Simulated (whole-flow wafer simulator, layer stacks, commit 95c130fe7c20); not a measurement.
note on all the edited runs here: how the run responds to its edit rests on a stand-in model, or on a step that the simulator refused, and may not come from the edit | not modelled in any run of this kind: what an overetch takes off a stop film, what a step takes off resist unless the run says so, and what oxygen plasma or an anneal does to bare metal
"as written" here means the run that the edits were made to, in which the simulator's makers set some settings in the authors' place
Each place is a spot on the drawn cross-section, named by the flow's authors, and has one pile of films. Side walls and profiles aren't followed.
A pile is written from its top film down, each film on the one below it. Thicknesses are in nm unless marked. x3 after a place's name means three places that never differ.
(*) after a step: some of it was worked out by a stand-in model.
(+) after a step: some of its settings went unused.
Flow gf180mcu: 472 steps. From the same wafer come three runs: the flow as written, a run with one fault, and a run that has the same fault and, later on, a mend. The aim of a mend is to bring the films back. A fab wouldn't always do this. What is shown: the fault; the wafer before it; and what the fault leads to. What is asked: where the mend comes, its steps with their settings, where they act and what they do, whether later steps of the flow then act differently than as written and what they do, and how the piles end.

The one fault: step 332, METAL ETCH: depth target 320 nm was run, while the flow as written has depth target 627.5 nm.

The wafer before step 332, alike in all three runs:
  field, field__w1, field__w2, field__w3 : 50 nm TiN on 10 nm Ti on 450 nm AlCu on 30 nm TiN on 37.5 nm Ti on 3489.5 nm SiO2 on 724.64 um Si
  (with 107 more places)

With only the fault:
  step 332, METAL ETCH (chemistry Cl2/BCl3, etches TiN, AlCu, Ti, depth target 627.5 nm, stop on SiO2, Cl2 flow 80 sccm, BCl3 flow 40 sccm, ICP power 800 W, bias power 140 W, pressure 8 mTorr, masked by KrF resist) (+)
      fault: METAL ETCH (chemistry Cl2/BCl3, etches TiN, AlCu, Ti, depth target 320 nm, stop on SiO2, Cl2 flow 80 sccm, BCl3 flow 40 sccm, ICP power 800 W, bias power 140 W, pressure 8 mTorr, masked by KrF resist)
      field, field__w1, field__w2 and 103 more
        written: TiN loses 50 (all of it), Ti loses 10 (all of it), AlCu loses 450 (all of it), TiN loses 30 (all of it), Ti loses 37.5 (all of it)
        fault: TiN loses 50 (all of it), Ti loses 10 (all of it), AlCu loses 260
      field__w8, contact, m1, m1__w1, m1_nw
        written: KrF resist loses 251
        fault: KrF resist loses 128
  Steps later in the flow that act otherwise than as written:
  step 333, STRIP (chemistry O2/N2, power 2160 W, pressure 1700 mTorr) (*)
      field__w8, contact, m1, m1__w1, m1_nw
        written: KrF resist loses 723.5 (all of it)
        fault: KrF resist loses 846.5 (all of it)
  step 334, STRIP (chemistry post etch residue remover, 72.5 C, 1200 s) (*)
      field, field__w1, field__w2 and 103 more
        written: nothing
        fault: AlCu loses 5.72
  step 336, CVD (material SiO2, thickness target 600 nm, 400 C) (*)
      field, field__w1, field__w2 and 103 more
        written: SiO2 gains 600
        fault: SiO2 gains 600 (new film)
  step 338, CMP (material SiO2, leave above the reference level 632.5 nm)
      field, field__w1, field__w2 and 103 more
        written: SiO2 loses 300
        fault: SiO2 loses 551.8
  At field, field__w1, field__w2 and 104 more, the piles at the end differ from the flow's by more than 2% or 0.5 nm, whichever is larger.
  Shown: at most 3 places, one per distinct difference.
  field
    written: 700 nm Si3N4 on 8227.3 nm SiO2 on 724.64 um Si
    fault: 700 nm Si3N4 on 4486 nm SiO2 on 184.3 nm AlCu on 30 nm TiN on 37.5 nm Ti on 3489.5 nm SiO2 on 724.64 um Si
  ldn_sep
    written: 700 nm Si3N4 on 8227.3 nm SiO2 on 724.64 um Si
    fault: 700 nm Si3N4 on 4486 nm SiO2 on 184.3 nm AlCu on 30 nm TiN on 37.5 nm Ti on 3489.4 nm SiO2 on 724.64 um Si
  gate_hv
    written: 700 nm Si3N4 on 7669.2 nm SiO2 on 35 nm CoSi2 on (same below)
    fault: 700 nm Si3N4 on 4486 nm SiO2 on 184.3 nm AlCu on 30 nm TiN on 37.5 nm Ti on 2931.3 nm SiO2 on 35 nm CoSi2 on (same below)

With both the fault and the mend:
  After step 334 comes the mend.
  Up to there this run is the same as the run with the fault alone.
  step 334a, DEHYDRATE (200 C, 60 s) (the flow's step 325, run once more)
      does not change any film at any place that is followed
  step 334b, HMDS (120 C, 60 s) (the flow's step 326, run once more)
      does not change any film at any place that is followed
  step 334c, COAT (KrF resist, thickness 1000 nm) (*) (the flow's step 327, run once more)
      iso_ptap_pw, iso_ntap_nw, iso_nw_fld and 33 more
        KrF resist gains 1000 (new film)
      field__w6, field_sub__w2, field_sub__w4 and 11 more
        KrF resist gains 1002 (new film)
      field__w5, field__w9, field__w10 and 9 more
        KrF resist gains 1002.1 (new film)
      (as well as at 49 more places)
  step 334d, SOFTBAKE (KrF resist) (the flow's step 328, run once more)
      does not change any film at any place that is followed
  step 334e, EXPOSE (photomask Metal3) (the flow's step 329, run once more)
      does not change any film at any place that is followed
  step 334f, PEB (KrF resist, 135 C, 90 s) (the flow's step 330, run once more)
      field__w1, field__w2, field__w3 and 58 more
        KrF resist loses 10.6
      iso_ptap_pw, iso_ntap_nw, iso_nw_fld and 33 more
        KrF resist loses 10.5
      sd_p, gate_p, nw_sep_fld, polyc_n
        KrF resist loses 10.7
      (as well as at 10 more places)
  step 334g, DEVELOP (thickness 1000 nm, 60 s) (the flow's step 331, run once more)
      iso_ptap_pw, iso_ntap_nw, iso_nw_fld and 33 more
        KrF resist loses 989.5 (all of it)
      field__w5, field__w9, field_sub and 15 more
        KrF resist loses 991.6 (all of it)
      field__w6, field__w10, field_sub__w2 and 14 more
        KrF resist loses 991.5 (all of it)
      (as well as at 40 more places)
  step 334h, METAL ETCH (chemistry Cl2/BCl3, etches TiN, AlCu, Ti, depth target 307.5 nm, stop on SiO2, Cl2 flow 80 sccm, BCl3 flow 40 sccm, ICP power 800 W, bias power 140 W, pressure 8 mTorr, masked by KrF resist) (+) (the flow's step 332, run once more with other settings)
      field, field__w1, field__w2 and 103 more
        AlCu loses 184.3 (all of it), TiN loses 30 (all of it), Ti loses 37.5 (all of it)
      field__w8, contact, m1, m1__w1, m1_nw
        KrF resist loses 123
  step 334i, STRIP (chemistry O2/N2, power 2160 W, pressure 1700 mTorr) (*) (the flow's step 333, run once more)
      field__w8, m1
        KrF resist loses 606 (all of it)
      contact
        KrF resist loses 604.2 (all of it)
      m1__w1
        KrF resist loses 614.2 (all of it)
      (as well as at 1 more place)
  step 334j, STRIP (chemistry post etch residue remover, 72.5 C, 1200 s) (*) (the flow's step 334, run once more)
      field__w8, contact, m1, m1__w1, m1_nw
        TiN loses 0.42
  None of the later steps of the flow differs from how it acts as written, at any place that is followed, by more than 2% or 0.5 nm, whichever is larger.
  When the end is reached, the piles differ only a little from the flow's at the places that both follow, at most by 2% or 0.5 nm, whichever is larger.
